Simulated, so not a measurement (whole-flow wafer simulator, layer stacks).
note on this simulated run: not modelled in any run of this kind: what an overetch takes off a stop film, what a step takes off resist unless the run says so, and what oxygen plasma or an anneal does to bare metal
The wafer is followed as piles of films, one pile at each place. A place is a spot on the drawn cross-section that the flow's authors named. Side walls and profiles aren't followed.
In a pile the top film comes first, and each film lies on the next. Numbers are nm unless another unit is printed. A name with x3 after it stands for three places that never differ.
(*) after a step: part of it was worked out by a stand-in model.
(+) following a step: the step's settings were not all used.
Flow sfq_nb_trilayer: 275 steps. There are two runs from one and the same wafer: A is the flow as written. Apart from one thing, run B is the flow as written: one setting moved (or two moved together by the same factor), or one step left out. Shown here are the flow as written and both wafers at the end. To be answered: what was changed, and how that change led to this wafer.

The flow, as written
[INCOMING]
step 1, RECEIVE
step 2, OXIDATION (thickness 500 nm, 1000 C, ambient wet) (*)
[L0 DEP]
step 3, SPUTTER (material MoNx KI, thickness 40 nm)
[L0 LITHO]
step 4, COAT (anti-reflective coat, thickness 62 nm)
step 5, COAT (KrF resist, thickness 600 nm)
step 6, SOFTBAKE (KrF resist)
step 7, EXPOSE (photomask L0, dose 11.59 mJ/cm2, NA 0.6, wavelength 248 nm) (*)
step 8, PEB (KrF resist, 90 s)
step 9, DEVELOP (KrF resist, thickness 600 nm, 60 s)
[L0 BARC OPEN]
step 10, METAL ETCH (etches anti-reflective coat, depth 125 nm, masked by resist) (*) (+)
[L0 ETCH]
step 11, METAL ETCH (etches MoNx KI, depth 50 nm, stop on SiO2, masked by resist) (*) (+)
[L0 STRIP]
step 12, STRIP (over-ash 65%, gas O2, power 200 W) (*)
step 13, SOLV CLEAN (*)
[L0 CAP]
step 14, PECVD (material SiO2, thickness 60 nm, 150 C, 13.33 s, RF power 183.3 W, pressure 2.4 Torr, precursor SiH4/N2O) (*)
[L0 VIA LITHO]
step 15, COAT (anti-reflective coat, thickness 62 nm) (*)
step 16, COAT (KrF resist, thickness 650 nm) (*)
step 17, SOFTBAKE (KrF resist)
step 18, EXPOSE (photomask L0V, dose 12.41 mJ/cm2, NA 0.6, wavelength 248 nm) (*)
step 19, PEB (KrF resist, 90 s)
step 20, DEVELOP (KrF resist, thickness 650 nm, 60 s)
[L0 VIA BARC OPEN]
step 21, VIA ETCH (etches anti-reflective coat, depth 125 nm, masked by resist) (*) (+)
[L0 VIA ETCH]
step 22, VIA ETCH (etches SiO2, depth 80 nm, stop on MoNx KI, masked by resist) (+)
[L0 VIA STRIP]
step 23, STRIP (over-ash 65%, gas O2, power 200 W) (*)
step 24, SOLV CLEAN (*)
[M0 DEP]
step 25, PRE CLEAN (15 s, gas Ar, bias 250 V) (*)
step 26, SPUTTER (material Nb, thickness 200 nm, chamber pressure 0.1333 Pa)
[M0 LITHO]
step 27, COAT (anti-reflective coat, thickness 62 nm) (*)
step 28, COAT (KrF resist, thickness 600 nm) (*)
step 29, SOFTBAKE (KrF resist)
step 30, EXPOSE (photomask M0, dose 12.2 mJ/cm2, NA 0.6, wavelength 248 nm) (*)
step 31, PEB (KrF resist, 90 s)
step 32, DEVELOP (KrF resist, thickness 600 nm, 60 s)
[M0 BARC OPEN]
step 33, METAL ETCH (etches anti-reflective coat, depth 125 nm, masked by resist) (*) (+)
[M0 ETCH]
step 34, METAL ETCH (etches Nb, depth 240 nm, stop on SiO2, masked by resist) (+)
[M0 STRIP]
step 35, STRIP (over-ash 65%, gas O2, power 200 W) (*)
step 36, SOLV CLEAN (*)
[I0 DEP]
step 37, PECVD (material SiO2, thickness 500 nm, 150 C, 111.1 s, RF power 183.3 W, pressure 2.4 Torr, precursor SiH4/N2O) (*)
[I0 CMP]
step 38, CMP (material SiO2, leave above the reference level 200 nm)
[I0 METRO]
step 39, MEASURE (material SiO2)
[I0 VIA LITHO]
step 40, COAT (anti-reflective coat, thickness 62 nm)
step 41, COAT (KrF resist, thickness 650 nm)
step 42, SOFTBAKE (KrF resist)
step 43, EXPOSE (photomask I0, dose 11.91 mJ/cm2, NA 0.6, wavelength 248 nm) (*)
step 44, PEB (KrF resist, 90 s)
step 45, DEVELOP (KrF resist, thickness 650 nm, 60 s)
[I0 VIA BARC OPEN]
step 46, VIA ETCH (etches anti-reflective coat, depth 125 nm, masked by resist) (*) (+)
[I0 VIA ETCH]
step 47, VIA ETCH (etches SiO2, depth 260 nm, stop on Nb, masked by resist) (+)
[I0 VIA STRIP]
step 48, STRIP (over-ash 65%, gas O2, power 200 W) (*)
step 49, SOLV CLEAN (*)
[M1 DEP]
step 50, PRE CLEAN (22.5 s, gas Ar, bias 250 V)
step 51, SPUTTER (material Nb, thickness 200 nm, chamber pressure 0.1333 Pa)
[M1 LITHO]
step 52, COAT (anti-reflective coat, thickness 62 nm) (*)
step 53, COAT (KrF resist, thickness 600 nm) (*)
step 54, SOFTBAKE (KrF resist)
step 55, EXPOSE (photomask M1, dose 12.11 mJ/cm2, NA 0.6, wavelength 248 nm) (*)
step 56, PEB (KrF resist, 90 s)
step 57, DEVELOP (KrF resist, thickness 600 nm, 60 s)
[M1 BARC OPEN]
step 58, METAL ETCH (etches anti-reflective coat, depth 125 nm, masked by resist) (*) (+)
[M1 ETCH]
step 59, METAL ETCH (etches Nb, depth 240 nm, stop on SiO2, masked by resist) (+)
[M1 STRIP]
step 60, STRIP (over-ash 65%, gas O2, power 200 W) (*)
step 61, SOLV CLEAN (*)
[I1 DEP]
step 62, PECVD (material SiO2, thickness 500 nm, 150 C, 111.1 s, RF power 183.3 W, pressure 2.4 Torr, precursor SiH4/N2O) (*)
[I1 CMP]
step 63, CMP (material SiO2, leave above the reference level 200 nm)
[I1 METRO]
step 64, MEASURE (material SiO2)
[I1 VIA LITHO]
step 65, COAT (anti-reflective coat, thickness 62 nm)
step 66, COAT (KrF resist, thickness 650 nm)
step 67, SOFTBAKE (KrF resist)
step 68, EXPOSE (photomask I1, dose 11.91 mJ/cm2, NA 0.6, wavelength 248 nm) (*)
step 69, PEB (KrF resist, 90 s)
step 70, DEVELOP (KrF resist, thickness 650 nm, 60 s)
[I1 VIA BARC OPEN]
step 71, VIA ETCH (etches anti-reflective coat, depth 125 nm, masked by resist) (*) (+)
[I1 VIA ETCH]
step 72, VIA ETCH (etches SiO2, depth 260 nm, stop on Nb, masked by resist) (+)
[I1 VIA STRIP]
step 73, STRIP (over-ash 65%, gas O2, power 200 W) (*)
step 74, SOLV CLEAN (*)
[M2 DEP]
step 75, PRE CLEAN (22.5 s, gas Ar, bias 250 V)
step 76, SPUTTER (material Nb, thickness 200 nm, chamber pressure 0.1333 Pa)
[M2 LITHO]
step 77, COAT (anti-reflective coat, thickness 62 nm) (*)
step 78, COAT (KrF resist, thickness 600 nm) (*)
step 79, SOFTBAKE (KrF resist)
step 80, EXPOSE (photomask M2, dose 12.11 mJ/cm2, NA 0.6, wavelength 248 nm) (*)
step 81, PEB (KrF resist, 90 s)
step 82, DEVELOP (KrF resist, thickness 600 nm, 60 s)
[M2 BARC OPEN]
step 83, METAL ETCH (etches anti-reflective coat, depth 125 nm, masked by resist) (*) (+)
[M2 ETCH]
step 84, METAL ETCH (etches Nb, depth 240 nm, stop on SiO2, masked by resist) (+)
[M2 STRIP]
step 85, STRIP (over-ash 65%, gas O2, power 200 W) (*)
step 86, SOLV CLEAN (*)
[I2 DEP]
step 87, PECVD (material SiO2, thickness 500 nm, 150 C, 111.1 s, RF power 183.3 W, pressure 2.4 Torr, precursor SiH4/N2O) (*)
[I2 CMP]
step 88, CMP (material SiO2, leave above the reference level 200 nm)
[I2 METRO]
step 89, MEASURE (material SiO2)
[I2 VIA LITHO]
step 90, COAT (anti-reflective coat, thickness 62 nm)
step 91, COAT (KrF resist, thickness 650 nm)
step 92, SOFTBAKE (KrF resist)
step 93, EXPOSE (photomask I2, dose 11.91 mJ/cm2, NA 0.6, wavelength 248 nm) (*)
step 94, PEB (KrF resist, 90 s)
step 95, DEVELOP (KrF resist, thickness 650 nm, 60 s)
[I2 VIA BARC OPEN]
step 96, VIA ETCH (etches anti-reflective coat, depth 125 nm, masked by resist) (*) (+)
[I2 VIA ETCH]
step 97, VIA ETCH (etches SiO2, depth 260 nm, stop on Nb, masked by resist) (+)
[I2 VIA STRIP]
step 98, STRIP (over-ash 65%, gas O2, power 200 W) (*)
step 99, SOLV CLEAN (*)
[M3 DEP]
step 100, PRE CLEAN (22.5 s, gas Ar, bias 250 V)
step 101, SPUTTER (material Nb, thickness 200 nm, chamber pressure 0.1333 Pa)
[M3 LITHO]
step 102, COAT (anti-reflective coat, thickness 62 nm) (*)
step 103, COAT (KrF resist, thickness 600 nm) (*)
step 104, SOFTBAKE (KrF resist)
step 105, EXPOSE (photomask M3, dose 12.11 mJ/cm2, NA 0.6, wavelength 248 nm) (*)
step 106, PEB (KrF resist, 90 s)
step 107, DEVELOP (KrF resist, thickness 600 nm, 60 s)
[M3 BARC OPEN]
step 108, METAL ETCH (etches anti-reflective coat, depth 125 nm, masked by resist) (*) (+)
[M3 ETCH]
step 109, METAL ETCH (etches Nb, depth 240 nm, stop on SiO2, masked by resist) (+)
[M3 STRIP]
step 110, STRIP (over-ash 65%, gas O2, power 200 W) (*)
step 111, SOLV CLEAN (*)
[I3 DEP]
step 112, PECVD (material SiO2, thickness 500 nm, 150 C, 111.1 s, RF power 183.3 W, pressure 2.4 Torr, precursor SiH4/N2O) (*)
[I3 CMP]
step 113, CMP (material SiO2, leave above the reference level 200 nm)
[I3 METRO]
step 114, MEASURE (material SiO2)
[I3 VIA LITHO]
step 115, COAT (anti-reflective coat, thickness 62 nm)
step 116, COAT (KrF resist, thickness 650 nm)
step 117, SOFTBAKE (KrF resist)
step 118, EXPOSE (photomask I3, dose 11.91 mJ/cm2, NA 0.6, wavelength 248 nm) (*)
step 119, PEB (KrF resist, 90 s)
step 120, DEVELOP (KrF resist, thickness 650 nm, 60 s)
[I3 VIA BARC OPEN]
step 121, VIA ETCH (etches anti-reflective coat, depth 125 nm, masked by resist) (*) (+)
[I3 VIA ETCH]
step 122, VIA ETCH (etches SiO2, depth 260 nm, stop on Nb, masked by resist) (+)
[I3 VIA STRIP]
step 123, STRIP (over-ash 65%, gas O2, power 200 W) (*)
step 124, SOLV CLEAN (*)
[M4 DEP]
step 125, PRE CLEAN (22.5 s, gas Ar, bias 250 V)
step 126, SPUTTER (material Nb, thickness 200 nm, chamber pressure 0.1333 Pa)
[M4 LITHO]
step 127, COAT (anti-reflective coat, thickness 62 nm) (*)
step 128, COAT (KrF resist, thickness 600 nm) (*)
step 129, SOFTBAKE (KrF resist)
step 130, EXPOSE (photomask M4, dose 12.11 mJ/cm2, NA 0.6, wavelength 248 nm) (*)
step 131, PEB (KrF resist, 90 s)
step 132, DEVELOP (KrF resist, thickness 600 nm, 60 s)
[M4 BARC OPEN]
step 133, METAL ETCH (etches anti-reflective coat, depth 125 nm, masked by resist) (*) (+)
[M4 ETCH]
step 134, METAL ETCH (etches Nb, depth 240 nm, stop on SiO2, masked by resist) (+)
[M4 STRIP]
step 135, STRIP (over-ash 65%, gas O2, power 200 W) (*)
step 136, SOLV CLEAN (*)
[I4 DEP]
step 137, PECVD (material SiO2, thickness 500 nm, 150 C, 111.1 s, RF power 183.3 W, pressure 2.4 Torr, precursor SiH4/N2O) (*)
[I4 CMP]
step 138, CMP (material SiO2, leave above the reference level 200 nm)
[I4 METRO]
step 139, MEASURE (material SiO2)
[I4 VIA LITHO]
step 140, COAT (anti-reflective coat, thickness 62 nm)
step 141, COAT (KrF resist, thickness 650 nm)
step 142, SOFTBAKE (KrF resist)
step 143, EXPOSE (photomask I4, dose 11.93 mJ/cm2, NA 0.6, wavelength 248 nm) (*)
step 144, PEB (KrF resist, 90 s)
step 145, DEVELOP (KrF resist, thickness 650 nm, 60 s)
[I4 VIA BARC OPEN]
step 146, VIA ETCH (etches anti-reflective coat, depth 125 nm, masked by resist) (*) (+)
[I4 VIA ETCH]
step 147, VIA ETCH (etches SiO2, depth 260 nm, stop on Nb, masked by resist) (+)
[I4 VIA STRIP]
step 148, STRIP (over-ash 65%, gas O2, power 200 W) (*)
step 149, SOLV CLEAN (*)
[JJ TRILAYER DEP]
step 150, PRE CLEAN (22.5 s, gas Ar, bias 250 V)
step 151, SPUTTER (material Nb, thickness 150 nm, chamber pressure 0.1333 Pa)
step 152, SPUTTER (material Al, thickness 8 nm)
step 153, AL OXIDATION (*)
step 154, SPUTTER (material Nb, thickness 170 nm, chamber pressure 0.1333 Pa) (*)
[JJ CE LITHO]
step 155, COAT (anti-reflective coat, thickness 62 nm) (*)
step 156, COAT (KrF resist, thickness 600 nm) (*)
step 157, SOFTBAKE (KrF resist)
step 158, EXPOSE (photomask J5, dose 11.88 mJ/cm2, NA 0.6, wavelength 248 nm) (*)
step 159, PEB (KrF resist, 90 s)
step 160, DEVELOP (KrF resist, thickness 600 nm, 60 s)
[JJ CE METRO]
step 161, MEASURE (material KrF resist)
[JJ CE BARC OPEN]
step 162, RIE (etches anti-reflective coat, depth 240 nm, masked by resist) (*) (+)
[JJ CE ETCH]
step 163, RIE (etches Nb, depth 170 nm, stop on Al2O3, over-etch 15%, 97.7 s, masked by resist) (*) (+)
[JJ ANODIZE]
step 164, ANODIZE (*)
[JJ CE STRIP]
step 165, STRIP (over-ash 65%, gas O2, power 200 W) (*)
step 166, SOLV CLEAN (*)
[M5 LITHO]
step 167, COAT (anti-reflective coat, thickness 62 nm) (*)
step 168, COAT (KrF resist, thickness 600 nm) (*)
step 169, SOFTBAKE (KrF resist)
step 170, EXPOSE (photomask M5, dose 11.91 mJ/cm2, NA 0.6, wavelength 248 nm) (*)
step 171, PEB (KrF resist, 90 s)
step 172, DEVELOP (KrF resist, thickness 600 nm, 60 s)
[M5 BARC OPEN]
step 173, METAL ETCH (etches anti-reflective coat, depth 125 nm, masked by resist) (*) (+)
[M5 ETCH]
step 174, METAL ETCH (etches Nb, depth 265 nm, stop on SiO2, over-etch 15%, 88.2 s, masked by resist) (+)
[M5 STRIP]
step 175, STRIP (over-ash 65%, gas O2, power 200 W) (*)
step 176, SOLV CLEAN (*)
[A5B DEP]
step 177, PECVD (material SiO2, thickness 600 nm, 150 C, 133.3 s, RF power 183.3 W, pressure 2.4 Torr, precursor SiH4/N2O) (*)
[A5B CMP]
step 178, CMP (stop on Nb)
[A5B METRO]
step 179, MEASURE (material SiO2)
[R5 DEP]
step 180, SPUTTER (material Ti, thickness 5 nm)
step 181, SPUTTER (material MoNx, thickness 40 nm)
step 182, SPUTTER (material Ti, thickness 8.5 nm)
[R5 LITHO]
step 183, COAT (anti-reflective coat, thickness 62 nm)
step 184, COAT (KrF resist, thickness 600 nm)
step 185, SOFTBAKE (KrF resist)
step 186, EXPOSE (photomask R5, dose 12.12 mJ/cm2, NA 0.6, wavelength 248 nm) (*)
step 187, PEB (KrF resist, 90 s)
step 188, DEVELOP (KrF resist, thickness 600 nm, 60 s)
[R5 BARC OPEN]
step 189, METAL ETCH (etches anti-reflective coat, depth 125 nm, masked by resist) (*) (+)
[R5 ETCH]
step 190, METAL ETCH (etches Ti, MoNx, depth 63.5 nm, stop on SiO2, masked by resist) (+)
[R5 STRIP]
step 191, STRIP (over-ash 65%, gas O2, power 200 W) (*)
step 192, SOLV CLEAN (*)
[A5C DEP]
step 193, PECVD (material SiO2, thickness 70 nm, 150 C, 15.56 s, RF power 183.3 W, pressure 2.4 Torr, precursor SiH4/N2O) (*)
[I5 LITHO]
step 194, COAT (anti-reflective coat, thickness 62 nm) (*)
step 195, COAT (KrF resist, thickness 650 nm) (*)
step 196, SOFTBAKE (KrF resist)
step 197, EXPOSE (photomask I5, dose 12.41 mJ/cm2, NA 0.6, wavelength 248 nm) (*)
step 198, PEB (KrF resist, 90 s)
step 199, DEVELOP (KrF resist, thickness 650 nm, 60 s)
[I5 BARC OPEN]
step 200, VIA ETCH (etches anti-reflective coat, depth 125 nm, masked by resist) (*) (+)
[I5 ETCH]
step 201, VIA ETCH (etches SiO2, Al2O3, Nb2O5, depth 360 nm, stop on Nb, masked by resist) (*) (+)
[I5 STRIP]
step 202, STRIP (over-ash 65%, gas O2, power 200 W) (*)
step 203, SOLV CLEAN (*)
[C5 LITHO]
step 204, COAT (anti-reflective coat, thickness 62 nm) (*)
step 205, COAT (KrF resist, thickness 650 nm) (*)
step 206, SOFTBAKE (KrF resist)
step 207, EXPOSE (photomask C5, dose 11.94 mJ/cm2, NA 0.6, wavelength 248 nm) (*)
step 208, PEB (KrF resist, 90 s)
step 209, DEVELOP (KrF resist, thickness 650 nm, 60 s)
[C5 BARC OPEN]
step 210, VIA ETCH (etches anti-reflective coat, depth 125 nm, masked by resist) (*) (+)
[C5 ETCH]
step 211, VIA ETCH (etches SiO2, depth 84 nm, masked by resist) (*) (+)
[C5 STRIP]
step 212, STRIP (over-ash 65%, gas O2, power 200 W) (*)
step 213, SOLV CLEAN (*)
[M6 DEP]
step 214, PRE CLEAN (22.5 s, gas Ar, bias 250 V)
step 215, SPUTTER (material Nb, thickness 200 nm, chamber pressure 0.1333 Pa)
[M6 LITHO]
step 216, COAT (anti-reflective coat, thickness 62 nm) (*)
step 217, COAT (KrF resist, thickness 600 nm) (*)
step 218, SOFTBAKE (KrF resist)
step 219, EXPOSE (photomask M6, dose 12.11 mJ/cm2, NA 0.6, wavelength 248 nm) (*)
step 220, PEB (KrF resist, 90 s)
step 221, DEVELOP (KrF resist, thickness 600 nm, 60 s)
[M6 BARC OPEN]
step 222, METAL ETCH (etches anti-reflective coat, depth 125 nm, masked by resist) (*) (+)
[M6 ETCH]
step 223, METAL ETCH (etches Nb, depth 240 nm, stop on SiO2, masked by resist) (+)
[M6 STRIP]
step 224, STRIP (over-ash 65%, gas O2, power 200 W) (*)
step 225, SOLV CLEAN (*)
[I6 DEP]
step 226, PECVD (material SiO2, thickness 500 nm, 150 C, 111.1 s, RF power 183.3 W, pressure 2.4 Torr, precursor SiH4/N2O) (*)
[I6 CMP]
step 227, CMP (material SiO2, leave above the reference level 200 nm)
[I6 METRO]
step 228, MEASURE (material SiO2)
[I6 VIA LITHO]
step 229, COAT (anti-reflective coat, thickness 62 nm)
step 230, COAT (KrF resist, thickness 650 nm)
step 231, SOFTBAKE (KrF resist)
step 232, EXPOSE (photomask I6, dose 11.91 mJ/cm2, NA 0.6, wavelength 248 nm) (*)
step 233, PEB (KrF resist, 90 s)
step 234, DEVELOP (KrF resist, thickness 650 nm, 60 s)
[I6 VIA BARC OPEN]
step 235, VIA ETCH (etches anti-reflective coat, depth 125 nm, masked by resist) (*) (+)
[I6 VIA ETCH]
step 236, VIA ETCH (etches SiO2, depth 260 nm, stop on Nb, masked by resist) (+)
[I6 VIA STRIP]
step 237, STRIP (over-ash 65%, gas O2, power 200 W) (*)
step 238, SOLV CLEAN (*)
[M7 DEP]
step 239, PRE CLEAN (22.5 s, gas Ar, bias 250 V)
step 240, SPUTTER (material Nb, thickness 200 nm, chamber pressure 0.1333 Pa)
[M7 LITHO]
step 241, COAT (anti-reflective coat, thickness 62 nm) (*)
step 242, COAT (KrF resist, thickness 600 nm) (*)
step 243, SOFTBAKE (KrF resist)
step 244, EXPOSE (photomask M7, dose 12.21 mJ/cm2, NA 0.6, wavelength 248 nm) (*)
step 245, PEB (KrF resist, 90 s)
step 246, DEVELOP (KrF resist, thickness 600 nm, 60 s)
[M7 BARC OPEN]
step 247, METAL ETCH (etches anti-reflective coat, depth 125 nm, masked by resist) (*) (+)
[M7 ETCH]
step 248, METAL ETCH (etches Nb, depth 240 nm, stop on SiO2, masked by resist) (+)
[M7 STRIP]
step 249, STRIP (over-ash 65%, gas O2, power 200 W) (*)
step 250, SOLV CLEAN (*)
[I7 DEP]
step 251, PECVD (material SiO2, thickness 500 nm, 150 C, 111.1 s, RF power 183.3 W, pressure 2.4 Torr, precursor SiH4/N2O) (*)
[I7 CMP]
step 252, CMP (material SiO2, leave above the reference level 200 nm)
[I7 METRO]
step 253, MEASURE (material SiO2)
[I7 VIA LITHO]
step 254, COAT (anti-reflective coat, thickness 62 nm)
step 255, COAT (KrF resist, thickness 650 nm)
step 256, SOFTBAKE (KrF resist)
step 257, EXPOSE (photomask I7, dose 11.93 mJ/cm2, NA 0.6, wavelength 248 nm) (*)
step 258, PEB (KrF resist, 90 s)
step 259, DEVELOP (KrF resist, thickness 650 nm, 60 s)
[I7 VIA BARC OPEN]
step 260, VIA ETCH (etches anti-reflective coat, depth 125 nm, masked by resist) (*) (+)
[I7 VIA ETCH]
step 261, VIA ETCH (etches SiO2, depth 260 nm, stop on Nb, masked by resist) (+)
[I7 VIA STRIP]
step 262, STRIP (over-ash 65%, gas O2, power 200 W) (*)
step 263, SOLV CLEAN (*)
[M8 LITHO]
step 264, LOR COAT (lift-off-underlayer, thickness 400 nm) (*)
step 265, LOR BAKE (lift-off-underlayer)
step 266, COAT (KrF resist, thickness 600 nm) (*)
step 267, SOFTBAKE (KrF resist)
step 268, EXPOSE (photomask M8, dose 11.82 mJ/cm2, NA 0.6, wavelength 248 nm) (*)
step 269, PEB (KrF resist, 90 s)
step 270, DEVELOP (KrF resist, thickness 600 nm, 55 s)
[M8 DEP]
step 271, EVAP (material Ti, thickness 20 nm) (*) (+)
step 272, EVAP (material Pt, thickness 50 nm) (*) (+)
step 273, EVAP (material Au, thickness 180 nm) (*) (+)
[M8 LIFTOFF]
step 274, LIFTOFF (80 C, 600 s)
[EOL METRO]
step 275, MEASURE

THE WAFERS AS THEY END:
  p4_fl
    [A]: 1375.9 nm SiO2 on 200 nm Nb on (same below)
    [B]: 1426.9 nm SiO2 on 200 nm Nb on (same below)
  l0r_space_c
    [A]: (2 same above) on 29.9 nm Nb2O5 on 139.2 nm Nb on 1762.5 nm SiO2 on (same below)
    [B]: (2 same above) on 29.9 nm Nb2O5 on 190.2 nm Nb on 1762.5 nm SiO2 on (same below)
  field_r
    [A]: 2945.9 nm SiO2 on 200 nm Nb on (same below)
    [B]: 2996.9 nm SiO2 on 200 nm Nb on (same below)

The reason: step 151, SPUTTER: thickness 201 nm was run, though the flow has thickness 150 nm.

The path from the change to this, step by step:
  step 151, SPUTTER (material Nb, thickness 150 nm, chamber pressure 0.1333 Pa)
      field_l, v_sur, via_sp and 100 more: A Nb gains 150 (new film) | B Nb gains 201 (new film)
      via_wl, via_w, via_wr: A Nb gains 130.4 | B Nb gains 175.3
  step 155, COAT (anti-reflective coat, thickness 62 nm) (*)
      via_wl, via_wr: A anti-reflective coat gains 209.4 (new film) | B anti-reflective coat gains 225.1 (new film)
      via_w: A anti-reflective coat gains 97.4 (new film) | B anti-reflective coat gains 102.5 (new film)
  step 162, RIE (etches anti-reflective coat, depth 240 nm, masked by resist) (*) (+)
      ce_l, c5j, ce_r, wl_jj: A KrF resist loses 209.4 | B KrF resist loses 225.1
      via_wl, via_wr: A anti-reflective coat loses 209.4 (all of it) | B anti-reflective coat loses 225.1 (all of it)
      (and at 1 other place as well)
  step 164, ANODIZE (*)
      via_wl, via_wr: A Al2O3 gains 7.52 (new film), Nb2O5 gains 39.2 (new film), Al loses 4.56 (all of it), Nb loses 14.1 | B Al2O3 gains 6.86 (new film), Nb2O5 gains 40.4 (new film), Al loses 4.15 (all of it), Nb loses 14.5
  step 165, STRIP (over-ash 65%, gas O2, power 200 W) (*)
      c5j, ce_r: A KrF resist loses 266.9 (all of it), anti-reflective coat loses 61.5 (all of it) | B KrF resist loses 251.1 (all of it), anti-reflective coat loses 61.5 (all of it)
      ce_l: A KrF resist loses 266.8 (all of it), anti-reflective coat loses 61.4 (all of it) | B KrF resist loses 251 (all of it), anti-reflective coat loses 61.4 (all of it)
      (and at 1 other place as well)
  step 167, COAT (anti-reflective coat, thickness 62 nm) (*)
      v_sur: A anti-reflective coat gains 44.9 (new film) | B anti-reflective coat gains 41.2 (new film)
      via_wl: A anti-reflective coat gains 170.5 (new film) | B anti-reflective coat gains 154.3 (new film)
      (and at 3 other places as well)
  step 168, COAT (KrF resist, thickness 600 nm) (*)
      via_wl: A KrF resist gains 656 (new film) | B KrF resist gains 672.2 (new film)
      via_wr: A KrF resist gains 656.6 (new film) | B KrF resist gains 673.1 (new film)
  step 174, METAL ETCH (etches Nb, depth 265 nm, stop on SiO2, over-etch 15%, 88.2 s, masked by resist) (+)
      field_l, r_sur, res and 49 more: A Al2O3 loses 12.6 (all of it), Nb2O5 loses 29.9 (all of it), Nb loses 139.2 (all of it), SiO2 loses 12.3 | B Al2O3 loses 12.6 (all of it), Nb2O5 loses 29.9 (all of it), Nb loses 190.2 (all of it), SiO2 loses 7.19
      wl_a_sl: A Al2O3 loses 12.6 (all of it), Nb2O5 loses 29.9 (all of it), Nb loses 139.2 (all of it), SiO2 loses 12.3 | B Al2O3 loses 12.6 (all of it), Nb2O5 loses 29.9 (all of it), Nb loses 190.2 (all of it), SiO2 loses 7.2
  step 175, STRIP (over-ash 65%, gas O2, power 200 W) (*)
      v_sur: A KrF resist loses 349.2 (all of it), anti-reflective coat loses 44.9 (all of it) | B KrF resist loses 348.2 (all of it), anti-reflective coat loses 41.2 (all of it)
      via_wl: A KrF resist loses 427 (all of it), anti-reflective coat loses 170.5 (all of it) | B KrF resist loses 443.2 (all of it), anti-reflective coat loses 154.3 (all of it)
      (and at 3 other places as well)
  step 178, CMP (stop on Nb)
      field_l, p4_fl, p4_fm and 39 more: A SiO2 loses 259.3 | B SiO2 loses 213.4
      r_sur, res, r_end, moat, field_r, lsp_l: A SiO2 loses 252.3 | B SiO2 loses 204.7
      (and at 8 other places as well)
